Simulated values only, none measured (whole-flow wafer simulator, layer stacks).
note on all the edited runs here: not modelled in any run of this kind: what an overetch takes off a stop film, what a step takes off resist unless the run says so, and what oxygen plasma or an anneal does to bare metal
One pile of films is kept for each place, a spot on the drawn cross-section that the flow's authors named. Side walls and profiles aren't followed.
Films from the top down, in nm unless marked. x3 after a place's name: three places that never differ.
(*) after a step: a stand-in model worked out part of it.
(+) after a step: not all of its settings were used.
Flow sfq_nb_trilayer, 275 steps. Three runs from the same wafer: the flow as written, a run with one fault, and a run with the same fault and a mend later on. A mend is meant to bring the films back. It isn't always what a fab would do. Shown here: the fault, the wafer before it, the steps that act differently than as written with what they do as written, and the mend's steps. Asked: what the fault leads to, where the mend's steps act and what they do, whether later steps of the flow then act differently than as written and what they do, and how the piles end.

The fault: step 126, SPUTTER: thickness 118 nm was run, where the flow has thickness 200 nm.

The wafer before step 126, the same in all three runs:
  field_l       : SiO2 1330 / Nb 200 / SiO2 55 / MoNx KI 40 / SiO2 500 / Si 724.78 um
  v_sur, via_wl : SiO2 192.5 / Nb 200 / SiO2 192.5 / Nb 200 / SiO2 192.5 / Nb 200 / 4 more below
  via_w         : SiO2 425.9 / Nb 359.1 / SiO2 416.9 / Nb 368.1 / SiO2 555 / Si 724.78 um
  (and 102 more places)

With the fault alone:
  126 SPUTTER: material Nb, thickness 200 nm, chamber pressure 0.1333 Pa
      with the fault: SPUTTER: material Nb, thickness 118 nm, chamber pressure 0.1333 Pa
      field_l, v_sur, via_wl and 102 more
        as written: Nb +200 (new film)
        with the fault: Nb +118 (new film)
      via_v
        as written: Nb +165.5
        with the fault: Nb +97.3
  Later steps of the flow that act differently than as written (4 more steps differ only slightly, by at most 2% or 0.5 nm, whichever is larger, and aren't shown):
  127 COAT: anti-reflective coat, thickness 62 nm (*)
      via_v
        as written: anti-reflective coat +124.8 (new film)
        with the fault: anti-reflective coat +120.7 (new film)
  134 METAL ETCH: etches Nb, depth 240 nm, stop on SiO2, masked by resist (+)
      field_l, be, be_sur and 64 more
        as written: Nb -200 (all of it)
        with the fault: Nb -118 (all of it)
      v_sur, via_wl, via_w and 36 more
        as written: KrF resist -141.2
        with the fault: KrF resist -104.1
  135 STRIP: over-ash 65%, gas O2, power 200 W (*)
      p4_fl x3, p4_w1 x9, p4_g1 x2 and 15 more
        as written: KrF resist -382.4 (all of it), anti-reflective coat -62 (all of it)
        with the fault: KrF resist -419.4 (all of it), anti-reflective coat -62 (all of it)
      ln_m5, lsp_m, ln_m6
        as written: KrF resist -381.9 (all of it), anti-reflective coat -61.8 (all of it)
        with the fault: KrF resist -419 (all of it), anti-reflective coat -61.8 (all of it)
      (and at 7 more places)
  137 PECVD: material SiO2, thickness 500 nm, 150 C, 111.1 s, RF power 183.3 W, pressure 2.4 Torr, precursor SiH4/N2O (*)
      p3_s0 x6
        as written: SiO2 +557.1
        with the fault: SiO2 +500
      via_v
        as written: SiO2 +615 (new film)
        with the fault: SiO2 +592.7 (new film)
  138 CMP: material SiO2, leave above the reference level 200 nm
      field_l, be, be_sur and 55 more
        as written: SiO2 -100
        with the fault: SiO2 -182
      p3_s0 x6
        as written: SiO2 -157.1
        with the fault: SiO2 -182
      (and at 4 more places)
  At the end the piles differ from the flow's by more than 2% or 0.5 nm, whichever is larger, at field_l, v_sur, via_wl and 103 more.
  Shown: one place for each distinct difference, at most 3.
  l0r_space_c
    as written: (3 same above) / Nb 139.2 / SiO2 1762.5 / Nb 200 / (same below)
    with the fault: (3 same above) / Nb 139.2 / SiO2 1680.5 / Nb 200 / (same below)
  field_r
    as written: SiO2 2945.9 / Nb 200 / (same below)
    with the fault: SiO2 2863.9 / Nb 200 / (same below)
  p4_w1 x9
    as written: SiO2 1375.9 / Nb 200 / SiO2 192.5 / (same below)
    with the fault: SiO2 1375.9 / Nb 118 / SiO2 192.5 / (same below)

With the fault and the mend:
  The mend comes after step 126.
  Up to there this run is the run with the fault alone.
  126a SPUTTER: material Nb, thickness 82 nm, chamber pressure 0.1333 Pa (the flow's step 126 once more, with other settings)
      field_l, v_sur, via_wl and 102 more
        Nb +82
      via_v
        Nb +65.6
  No later step of the flow acts differently than as written, at any place that is followed, by more than 2% or 0.5 nm, whichever is larger.
  At the end the piles differ from the flow's only slightly at the places that both follow, by at most 2% or 0.5 nm, whichever is larger.
